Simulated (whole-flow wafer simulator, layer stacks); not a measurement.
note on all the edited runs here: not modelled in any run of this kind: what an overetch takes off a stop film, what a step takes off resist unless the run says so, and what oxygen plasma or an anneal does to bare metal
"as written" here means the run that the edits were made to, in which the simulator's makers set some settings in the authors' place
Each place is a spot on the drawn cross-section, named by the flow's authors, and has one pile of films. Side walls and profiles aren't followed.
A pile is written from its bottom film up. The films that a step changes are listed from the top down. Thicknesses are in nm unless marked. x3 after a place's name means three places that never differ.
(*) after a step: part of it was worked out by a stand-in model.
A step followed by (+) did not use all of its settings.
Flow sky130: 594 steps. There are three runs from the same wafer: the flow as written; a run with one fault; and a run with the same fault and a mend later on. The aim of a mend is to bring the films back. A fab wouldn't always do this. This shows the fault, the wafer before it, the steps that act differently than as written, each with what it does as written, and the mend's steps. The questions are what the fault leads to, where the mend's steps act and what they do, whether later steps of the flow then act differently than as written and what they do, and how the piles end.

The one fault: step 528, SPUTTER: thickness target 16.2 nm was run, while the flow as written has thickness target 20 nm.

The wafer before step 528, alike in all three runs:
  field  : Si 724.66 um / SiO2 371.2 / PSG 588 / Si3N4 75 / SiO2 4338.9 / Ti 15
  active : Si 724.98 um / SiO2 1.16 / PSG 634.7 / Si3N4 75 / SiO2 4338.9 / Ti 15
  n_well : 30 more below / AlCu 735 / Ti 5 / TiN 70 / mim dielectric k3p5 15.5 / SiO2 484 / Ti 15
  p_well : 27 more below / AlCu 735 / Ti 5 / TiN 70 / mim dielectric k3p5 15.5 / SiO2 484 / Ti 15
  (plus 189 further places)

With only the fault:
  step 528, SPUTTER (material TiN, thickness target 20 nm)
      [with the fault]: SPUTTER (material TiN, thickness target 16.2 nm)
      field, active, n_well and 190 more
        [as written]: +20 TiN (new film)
        [with the fault]: +16.2 TiN (new film)
  Steps later in the flow that act otherwise than as written (not shown: 19 more steps that differ only slightly, by at most 2% or 0.5 nm, whichever is larger):
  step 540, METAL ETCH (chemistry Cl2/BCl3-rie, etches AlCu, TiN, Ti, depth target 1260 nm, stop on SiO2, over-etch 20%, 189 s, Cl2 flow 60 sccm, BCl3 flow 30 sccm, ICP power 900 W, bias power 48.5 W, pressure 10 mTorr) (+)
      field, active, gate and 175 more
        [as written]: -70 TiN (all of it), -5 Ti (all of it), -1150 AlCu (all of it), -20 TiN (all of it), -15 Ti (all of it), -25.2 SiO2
        [with the fault]: -70 TiN (all of it), -5 Ti (all of it), -1150 AlCu (all of it), -16.2 TiN (all of it), -15 Ti (all of it), -25.6 SiO2
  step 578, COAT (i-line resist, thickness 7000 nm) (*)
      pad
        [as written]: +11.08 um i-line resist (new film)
        [with the fault]: +11.09 um i-line resist (new film)
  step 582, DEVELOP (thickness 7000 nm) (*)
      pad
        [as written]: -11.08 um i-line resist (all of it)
        [with the fault]: -11.09 um i-line resist (all of it)
  At n_well, p_well, sd_n and 12 more, the piles at the end differ from the flow's by more than 2% or 0.5 nm, whichever is larger.
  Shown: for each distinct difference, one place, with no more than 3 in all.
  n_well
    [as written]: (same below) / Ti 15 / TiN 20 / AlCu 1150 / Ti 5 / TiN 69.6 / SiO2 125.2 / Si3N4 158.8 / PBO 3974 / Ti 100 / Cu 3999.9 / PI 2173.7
    [with the fault]: (same below) / Ti 15 / TiN 16.2 / AlCu 1150 / Ti 5 / TiN 69.6 / SiO2 125.2 / Si3N4 158.8 / PBO 3976.8 / Ti 100 / Cu 3999.9 / PI 2174.1
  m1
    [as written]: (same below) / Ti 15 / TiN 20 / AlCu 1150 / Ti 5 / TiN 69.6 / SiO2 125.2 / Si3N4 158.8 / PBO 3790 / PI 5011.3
    [with the fault]: (same below) / Ti 15 / TiN 16.2 / AlCu 1150 / Ti 5 / TiN 69.6 / SiO2 125.2 / Si3N4 158.8 / PBO 3793.1 / PI 5011.5
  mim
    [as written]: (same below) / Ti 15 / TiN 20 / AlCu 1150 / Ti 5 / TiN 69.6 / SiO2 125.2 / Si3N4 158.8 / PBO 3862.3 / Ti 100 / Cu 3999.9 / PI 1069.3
    [with the fault]: (same below) / Ti 15 / TiN 16.2 / AlCu 1150 / Ti 5 / TiN 69.6 / SiO2 125.2 / Si3N4 158.8 / PBO 3865.2 / Ti 100 / Cu 3999.9 / PI 1069.7

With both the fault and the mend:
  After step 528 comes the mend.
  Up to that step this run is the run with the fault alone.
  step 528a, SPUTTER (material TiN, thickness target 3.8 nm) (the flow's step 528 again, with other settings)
      field, active, n_well and 190 more
        +3.8 TiN
  Later steps of the flow that are run all act as written at every place that is followed.
  By the end, the piles equal the flow's at every place that both follow.
